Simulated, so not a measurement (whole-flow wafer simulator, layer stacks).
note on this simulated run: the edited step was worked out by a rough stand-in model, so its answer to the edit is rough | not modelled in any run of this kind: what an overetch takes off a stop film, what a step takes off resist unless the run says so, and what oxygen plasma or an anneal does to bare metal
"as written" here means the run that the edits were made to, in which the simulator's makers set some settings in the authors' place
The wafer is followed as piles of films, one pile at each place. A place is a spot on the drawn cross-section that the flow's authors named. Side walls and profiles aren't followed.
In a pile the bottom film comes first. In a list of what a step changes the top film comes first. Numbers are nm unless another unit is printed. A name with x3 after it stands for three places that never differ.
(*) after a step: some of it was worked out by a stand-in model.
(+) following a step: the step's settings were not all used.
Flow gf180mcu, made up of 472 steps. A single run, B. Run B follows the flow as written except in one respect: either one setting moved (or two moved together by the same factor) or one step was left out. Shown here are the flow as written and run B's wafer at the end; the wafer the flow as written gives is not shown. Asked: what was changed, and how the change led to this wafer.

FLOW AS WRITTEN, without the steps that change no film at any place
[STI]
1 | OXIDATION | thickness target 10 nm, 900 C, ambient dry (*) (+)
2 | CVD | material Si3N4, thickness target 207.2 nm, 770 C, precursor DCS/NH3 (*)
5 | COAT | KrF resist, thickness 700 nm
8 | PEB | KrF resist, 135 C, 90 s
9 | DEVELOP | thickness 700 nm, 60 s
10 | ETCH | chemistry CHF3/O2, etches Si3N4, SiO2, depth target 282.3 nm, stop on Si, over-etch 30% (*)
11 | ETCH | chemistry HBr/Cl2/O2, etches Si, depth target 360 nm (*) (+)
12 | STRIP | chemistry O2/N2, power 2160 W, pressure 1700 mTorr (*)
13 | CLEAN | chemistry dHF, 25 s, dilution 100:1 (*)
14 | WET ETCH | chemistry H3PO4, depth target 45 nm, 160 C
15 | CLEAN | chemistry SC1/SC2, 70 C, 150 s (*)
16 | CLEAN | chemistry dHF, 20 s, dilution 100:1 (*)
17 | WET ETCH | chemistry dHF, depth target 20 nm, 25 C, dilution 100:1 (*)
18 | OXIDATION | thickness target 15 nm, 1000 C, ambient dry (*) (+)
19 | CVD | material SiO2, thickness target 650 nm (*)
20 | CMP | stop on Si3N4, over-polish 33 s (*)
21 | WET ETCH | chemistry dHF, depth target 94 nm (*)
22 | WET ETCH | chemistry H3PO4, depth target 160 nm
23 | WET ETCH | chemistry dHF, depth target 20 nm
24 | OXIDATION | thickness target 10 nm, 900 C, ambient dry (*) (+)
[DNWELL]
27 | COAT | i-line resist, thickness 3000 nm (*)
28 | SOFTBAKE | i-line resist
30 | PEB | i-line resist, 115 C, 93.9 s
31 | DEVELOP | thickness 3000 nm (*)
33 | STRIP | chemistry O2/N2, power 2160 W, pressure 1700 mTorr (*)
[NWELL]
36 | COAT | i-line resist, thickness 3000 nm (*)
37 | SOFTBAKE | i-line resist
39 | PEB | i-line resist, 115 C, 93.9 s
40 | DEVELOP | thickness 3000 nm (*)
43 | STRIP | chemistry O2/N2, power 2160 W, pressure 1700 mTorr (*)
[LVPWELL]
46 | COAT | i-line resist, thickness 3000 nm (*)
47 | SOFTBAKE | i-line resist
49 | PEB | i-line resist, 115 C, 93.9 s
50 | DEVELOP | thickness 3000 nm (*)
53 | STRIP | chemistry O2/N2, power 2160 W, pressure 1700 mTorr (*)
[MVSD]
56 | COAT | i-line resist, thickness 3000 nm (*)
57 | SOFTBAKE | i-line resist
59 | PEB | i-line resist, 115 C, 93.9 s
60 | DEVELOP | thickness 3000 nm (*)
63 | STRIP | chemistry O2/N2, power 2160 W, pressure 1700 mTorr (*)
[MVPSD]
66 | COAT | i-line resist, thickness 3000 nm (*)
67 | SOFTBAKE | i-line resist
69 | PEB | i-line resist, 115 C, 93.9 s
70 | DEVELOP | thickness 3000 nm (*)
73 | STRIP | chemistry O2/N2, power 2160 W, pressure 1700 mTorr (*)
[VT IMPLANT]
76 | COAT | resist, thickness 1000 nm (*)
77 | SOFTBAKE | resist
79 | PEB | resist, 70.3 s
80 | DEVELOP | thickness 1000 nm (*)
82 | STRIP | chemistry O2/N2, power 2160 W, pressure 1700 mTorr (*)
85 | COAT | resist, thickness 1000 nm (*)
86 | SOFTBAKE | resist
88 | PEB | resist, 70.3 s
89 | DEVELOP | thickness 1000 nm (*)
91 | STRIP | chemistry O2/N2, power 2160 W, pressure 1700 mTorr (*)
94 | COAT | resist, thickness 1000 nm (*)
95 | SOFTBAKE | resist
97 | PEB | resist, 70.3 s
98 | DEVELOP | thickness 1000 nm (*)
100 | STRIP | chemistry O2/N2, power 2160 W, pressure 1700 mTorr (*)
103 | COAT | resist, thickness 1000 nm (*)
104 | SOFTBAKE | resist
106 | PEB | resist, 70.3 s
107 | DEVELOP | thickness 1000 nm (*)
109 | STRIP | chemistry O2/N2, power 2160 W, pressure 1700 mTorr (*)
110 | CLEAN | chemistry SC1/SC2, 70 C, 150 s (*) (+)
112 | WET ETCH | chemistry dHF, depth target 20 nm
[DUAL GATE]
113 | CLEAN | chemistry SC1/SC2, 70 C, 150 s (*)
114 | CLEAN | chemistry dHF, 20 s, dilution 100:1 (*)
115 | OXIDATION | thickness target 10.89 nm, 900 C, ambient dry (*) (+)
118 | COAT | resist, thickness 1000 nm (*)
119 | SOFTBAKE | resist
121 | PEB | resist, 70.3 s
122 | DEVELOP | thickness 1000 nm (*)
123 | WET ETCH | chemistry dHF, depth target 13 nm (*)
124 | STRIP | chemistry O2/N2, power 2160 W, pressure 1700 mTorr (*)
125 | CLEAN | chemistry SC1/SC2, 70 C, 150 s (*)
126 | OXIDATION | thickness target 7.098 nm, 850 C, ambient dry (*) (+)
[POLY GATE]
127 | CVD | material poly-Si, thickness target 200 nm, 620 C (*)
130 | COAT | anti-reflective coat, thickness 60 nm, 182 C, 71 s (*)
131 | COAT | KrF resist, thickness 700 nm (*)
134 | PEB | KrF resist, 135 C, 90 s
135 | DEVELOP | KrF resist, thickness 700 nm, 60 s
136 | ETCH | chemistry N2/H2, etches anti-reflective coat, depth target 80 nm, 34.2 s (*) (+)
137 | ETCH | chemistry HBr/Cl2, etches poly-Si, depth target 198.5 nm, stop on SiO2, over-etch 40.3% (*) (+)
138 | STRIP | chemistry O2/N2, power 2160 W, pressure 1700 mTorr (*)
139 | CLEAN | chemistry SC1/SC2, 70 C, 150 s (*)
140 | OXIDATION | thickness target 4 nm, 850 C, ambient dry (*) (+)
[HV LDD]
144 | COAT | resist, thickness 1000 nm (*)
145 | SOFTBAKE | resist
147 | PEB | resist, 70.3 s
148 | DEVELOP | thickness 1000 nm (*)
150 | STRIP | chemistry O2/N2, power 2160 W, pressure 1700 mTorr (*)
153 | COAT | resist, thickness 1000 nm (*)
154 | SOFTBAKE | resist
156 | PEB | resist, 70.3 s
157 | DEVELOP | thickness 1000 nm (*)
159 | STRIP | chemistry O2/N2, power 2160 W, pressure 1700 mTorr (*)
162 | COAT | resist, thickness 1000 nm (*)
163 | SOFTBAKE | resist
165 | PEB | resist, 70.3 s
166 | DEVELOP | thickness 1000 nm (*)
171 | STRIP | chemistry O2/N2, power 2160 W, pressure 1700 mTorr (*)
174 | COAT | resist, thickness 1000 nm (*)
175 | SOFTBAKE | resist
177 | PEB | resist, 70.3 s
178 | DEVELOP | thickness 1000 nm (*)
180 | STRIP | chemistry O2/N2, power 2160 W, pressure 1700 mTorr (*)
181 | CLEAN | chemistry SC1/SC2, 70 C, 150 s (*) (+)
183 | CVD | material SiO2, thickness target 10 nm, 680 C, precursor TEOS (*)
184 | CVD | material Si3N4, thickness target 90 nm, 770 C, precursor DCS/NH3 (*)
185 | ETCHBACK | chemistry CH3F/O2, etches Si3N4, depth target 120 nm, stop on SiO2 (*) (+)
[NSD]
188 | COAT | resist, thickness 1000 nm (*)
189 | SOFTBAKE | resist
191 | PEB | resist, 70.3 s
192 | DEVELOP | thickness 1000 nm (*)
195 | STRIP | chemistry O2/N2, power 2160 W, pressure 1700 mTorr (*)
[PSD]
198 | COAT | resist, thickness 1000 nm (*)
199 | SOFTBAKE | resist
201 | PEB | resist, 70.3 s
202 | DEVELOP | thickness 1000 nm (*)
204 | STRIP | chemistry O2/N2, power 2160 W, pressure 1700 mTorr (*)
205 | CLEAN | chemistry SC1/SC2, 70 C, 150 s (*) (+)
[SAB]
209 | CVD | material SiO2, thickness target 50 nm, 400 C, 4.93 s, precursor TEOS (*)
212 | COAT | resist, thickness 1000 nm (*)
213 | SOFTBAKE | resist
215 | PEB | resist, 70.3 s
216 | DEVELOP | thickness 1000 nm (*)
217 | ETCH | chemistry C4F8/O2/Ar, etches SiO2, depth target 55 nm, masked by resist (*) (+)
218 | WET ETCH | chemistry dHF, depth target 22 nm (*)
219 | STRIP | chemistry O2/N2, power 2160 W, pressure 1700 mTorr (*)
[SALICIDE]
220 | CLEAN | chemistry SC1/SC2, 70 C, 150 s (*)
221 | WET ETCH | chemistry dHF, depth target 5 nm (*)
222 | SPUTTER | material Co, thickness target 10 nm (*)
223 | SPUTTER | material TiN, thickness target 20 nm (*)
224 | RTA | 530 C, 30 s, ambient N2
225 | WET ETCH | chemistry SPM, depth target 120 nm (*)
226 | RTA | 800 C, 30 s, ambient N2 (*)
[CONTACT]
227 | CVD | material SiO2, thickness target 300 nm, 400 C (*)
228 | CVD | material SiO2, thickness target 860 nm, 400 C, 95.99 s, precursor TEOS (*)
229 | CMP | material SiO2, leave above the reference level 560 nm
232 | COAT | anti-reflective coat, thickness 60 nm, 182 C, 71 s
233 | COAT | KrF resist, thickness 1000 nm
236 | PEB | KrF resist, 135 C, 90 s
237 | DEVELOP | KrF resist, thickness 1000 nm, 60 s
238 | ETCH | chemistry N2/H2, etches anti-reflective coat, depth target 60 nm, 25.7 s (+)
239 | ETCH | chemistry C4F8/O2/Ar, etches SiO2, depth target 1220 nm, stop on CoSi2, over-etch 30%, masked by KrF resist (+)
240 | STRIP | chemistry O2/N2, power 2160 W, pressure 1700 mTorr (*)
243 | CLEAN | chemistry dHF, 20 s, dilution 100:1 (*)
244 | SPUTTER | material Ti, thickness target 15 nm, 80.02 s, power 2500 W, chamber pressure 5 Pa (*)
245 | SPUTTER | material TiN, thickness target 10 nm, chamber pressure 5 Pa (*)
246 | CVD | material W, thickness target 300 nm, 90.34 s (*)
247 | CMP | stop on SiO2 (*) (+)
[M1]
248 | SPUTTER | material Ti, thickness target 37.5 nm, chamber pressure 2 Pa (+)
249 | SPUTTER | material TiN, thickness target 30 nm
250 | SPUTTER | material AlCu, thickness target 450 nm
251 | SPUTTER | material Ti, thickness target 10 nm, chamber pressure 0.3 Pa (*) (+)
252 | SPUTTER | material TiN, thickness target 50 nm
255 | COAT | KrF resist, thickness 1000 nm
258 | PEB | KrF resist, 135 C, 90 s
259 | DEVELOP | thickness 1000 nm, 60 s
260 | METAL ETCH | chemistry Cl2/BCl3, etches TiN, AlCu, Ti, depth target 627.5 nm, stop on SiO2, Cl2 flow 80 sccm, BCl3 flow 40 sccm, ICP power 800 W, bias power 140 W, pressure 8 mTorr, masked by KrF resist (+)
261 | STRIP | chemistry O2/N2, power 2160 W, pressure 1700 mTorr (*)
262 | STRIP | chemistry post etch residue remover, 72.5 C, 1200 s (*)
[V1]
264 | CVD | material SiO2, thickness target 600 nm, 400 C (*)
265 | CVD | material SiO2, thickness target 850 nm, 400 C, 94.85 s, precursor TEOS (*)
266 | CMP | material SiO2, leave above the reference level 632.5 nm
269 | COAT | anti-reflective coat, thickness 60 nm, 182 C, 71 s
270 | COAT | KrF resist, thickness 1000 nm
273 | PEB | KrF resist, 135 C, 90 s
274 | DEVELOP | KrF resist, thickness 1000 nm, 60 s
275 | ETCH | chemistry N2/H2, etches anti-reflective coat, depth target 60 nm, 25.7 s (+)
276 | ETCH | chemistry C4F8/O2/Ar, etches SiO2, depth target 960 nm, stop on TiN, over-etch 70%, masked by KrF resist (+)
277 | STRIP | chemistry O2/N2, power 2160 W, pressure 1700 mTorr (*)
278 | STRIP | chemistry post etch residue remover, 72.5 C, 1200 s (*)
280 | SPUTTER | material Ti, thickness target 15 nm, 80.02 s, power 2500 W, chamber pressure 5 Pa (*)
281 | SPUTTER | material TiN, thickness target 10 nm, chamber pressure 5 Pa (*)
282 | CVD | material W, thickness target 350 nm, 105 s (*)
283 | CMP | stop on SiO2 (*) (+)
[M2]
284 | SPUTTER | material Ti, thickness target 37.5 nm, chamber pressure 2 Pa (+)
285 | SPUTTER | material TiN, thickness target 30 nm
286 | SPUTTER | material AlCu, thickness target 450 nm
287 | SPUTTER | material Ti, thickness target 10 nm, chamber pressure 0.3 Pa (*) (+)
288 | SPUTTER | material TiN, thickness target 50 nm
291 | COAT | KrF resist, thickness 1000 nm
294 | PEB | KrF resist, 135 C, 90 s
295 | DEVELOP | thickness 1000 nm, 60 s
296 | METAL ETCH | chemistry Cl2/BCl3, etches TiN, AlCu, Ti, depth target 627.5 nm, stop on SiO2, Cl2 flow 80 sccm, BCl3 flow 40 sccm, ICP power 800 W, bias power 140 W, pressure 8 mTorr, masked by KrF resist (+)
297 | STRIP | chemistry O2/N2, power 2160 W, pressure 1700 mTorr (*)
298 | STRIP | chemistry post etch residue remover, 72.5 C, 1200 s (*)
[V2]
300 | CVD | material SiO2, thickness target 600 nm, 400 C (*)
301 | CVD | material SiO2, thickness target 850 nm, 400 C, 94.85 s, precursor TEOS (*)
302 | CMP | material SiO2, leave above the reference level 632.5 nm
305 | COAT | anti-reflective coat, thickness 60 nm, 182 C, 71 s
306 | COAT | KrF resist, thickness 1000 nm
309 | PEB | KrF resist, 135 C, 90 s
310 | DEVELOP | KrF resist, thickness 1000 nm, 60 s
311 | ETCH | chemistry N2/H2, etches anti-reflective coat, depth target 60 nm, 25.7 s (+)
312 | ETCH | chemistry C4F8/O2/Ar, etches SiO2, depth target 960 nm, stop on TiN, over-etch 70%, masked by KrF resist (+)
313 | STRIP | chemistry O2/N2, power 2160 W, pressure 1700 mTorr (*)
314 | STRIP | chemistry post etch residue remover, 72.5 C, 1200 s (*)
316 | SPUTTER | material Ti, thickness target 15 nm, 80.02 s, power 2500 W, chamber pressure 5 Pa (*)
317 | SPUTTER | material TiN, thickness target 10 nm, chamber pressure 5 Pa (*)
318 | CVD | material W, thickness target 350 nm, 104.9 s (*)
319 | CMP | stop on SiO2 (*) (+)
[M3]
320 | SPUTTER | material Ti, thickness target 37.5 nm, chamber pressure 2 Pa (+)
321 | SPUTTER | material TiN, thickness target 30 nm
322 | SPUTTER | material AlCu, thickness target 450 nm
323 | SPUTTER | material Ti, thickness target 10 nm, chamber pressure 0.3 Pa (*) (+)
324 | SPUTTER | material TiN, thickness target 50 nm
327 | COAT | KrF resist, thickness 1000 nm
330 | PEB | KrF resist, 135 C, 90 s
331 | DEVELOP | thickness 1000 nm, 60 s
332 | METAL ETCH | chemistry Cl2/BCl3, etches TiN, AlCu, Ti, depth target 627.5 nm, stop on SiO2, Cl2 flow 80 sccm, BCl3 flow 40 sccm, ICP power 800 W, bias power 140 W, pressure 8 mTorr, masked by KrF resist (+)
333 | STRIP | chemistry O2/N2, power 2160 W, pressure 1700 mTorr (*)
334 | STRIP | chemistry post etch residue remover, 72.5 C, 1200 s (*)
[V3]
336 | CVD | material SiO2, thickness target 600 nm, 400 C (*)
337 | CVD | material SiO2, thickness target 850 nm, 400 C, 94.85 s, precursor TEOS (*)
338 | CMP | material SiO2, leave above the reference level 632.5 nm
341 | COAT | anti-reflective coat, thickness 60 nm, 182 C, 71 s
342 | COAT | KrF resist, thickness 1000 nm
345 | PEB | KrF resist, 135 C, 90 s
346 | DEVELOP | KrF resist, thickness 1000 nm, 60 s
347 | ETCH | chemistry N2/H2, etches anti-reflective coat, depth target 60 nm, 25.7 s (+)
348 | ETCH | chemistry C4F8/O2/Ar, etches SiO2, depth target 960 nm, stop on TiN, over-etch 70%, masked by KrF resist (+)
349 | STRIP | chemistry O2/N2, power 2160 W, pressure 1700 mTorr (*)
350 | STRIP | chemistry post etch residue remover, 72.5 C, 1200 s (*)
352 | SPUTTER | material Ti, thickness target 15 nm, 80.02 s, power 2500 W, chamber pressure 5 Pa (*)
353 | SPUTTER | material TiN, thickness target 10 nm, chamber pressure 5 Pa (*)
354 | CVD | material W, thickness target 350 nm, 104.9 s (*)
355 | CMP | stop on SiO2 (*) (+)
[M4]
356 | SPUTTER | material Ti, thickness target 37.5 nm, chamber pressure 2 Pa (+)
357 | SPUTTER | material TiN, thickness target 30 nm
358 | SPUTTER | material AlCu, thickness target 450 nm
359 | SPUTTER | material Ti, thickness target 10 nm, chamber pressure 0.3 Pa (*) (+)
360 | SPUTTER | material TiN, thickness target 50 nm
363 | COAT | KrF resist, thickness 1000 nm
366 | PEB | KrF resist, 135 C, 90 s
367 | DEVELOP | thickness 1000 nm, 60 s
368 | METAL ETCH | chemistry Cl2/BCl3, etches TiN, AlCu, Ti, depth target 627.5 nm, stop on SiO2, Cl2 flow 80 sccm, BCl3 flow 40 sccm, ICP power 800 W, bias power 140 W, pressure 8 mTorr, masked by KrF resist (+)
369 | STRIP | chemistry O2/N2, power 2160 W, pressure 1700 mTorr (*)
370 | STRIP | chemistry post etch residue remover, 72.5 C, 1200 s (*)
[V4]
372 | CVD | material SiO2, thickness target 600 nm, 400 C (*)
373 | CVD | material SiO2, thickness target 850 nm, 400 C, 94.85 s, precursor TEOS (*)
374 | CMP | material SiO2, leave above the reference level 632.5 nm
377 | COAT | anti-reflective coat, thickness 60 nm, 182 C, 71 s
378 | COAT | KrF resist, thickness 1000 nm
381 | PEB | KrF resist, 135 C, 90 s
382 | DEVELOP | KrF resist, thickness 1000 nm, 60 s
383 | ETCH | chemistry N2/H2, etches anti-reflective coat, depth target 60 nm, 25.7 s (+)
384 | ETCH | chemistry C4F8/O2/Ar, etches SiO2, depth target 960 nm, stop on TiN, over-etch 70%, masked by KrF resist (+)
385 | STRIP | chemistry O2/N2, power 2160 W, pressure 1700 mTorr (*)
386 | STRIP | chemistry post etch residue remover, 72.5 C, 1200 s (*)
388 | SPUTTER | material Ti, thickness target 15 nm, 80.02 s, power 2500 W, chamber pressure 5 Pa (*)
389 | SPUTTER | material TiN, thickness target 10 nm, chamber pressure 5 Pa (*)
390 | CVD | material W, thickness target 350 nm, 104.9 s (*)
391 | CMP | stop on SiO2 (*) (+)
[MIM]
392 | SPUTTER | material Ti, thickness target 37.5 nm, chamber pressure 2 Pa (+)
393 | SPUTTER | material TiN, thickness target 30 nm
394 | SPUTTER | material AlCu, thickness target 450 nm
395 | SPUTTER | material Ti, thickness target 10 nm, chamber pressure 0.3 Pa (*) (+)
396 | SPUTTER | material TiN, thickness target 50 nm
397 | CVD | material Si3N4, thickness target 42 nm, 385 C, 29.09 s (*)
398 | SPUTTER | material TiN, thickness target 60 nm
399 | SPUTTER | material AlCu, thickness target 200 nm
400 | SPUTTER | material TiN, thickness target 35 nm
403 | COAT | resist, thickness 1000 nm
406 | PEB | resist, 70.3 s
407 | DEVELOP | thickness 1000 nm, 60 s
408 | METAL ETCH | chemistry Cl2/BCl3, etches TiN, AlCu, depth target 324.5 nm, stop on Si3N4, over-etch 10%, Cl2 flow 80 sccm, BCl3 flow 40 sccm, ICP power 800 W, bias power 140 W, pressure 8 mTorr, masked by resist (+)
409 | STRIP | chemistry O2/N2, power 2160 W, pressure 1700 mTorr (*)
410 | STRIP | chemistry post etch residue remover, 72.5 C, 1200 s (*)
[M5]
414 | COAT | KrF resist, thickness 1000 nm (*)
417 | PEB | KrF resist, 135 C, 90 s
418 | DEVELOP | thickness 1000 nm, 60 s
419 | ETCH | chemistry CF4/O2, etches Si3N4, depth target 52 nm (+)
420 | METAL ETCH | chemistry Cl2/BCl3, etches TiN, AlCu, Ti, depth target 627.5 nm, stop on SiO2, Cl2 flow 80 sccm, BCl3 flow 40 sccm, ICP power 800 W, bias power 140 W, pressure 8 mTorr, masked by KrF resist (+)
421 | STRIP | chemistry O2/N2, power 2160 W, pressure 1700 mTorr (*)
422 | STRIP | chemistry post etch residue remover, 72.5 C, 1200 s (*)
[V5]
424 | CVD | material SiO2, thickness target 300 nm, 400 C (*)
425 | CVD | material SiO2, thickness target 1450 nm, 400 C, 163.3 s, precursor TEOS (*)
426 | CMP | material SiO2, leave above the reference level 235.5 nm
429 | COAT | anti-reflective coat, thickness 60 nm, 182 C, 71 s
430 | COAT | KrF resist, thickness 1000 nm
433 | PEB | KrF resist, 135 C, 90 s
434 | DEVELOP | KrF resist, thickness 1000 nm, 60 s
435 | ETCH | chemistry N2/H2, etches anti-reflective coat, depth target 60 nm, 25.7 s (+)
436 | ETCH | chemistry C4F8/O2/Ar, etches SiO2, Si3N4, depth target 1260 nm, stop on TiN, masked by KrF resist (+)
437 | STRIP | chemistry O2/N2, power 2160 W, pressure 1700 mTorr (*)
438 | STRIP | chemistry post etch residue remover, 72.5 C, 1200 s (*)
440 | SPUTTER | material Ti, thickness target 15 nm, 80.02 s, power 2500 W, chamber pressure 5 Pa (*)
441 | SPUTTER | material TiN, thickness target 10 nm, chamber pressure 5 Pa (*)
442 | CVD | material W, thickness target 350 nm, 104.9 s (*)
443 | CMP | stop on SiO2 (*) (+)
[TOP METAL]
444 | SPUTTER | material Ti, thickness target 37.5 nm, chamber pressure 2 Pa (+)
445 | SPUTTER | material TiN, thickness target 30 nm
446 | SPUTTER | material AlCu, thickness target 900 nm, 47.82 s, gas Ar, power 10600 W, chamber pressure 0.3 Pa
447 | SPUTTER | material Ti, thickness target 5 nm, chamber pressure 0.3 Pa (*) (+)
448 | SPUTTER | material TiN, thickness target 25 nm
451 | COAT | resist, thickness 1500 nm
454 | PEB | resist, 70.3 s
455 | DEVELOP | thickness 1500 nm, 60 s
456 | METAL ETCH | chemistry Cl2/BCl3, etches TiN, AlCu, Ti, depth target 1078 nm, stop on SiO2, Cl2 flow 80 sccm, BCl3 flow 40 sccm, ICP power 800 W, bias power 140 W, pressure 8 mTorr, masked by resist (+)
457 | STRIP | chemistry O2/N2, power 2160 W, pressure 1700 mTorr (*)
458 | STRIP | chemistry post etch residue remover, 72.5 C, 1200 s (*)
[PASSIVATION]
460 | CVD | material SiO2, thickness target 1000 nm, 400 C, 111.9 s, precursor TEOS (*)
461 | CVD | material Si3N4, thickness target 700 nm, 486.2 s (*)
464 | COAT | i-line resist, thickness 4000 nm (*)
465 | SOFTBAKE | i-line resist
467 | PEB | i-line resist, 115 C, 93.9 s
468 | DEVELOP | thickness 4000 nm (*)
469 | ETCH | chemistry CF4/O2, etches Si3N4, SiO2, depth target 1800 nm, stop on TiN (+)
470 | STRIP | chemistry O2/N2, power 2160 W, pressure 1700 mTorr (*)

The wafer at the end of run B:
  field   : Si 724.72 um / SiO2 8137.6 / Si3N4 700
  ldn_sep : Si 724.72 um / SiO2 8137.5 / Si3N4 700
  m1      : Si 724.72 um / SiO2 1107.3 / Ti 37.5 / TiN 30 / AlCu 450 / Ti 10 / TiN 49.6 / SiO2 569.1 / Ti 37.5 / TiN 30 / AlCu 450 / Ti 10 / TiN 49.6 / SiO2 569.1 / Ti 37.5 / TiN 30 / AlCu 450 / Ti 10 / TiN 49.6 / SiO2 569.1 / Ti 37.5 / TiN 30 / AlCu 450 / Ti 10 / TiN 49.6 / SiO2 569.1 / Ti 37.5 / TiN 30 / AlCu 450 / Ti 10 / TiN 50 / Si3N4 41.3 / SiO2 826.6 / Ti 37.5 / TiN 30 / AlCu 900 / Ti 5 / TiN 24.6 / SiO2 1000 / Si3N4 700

The reason: step 11, ETCH: depth target 270 nm was run, while the flow as written has depth target 360 nm.

The path from the change to this, step by step:
  11 | ETCH | chemistry HBr/Cl2/O2, etches Si, depth target 360 nm (*) (+)
      active, n_well, p_well and 40 more: -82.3 KrF resist (as written it would have been: -112.3 KrF resist)
      field, field_sub, sti and 34 more: -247 Si (as written it would have been: -337 Si)
  12 | STRIP | chemistry O2/N2, power 2160 W, pressure 1700 mTorr (*)
      active, n_well, p_well and 40 more: -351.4 KrF resist (all of it) (as written it would have been: -321.4 KrF resist (all of it))
  19 | CVD | material SiO2, thickness target 650 nm (*)
      m1, ld_fp_n, ld_drift_n and 8 more: +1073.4 SiO2 (as written it would have been: +1163.4 SiO2)
  20 | CMP | stop on Si3N4, over-polish 33 s (*)
      sti, mim_1p0, pad and 11 more: -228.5 SiO2 (as written it would have been: -138.5 SiO2)
      nw_enc_fld, nw_enc_fld_lv: -232.5 SiO2 (as written it would have been: -142.5 SiO2)
      (as well as at 10 more places)
  189 | SOFTBAKE | resist
      field__w9: -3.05 resist (as written it would have been: +6.92 resist)
  199 | SOFTBAKE | resist
      field__w9: -3.05 resist (as written it would have been: +6.92 resist)
